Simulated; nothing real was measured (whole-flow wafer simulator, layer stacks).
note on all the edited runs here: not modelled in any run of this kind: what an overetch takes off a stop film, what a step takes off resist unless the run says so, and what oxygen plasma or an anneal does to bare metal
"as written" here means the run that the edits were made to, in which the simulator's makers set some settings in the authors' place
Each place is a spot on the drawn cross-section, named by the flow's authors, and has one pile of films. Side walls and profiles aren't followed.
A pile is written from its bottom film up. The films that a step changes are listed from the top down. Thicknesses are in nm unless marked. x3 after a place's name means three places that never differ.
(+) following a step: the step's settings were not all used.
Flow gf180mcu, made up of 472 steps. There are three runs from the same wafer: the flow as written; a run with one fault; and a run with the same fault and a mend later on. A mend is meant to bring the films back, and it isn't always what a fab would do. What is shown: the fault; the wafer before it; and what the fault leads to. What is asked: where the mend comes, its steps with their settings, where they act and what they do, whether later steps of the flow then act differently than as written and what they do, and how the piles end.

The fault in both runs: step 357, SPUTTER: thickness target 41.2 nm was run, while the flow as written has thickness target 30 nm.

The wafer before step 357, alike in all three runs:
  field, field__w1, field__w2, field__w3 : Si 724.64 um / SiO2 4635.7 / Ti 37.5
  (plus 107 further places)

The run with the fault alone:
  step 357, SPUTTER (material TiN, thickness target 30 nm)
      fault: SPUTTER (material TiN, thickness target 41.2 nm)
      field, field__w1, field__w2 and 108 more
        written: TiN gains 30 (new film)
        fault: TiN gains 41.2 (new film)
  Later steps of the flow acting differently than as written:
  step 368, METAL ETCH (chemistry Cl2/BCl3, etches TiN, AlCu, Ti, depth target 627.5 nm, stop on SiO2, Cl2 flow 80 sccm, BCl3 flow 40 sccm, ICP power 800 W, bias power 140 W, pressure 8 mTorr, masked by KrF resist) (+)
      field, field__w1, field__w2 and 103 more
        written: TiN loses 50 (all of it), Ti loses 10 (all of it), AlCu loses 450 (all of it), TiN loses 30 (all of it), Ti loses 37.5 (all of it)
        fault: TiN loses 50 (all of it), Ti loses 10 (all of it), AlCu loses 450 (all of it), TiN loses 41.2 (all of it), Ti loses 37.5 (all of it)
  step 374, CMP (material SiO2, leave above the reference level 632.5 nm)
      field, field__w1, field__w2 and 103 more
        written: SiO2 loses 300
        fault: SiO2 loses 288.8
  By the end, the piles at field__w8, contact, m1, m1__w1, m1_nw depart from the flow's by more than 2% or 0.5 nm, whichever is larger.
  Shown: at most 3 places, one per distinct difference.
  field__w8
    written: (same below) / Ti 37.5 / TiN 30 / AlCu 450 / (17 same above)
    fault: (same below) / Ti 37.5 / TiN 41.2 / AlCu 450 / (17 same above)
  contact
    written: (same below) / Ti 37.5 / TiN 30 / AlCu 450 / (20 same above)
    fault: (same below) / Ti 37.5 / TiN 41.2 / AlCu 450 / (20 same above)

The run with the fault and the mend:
  After step 357 comes the mend.
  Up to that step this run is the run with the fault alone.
  step 357a, METAL ETCH (chemistry Cl2/BCl3, etches TiN, AlCu, Ti, depth target 11.2 nm, Cl2 flow 80 sccm, BCl3 flow 40 sccm, ICP power 800 W, bias power 140 W, pressure 8 mTorr) (the flow's step 260, run once more with other settings)
      field, field__w1, field__w2 and 108 more
        TiN loses 11.2
  Later steps of the flow that are run all act as written at every place that is followed.
  At every place that both follow, the piles at the end match the flow's.
